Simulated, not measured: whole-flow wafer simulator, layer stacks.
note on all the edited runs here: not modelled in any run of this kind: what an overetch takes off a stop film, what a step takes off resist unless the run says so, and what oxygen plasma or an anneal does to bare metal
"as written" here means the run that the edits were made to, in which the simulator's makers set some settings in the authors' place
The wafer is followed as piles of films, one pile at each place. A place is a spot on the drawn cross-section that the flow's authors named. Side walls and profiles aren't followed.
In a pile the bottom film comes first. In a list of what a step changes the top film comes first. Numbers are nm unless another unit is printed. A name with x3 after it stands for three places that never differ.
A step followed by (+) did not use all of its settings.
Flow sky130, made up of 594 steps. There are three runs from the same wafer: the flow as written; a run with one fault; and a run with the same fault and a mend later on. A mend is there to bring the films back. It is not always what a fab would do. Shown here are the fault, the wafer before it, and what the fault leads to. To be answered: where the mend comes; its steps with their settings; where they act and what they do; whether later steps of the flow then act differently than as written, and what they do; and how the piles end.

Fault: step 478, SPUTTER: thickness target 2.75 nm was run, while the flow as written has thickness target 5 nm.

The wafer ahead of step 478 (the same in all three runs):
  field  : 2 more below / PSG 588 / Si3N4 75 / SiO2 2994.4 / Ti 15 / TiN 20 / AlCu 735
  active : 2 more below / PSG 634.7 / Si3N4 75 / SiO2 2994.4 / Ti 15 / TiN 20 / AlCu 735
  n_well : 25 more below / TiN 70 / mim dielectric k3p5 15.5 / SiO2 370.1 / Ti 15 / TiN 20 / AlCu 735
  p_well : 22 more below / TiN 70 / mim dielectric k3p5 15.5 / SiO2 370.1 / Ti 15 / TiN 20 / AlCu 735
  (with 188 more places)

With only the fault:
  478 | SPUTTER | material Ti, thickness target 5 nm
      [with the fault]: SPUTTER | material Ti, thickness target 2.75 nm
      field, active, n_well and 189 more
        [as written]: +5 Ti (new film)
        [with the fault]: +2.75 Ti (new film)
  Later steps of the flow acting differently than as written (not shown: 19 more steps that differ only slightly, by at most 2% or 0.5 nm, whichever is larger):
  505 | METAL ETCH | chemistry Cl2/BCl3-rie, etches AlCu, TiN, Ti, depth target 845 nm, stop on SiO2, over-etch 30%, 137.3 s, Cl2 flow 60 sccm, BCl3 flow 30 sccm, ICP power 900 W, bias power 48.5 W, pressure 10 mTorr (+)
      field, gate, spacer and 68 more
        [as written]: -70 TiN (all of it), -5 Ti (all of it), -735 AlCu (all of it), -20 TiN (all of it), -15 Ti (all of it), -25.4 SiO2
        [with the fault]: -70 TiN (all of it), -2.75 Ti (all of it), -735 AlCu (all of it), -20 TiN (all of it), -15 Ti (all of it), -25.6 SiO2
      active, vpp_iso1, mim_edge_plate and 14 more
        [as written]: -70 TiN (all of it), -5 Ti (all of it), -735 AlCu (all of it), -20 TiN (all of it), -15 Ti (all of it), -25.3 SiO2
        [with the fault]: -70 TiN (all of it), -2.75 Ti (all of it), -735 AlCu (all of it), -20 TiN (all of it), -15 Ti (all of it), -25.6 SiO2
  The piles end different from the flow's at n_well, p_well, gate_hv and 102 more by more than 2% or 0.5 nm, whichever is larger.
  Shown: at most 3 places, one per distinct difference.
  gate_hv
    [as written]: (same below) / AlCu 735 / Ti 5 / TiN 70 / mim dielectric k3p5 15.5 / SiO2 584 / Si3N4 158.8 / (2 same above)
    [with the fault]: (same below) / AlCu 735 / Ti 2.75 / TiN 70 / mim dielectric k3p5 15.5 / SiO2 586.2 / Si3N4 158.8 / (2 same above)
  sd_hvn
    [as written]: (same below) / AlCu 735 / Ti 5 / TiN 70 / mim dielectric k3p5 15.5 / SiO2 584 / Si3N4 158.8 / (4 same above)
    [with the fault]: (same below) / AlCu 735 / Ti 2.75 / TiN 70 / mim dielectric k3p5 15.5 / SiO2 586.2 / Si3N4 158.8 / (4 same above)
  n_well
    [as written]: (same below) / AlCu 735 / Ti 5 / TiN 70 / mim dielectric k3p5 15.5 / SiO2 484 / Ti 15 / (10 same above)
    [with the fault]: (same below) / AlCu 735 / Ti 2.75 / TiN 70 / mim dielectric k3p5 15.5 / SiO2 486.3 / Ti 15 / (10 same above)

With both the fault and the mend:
  The mend stands after step 478.
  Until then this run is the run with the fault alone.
  478a | SPUTTER | material Ti, thickness target 2.25 nm (the flow's step 478 again, with other settings)
      field, active, n_well and 189 more
        +2.25 Ti
  Every later step of the flow that is run acts as written at every place that is followed.
  At every place that both follow, the piles at the end match the flow's.
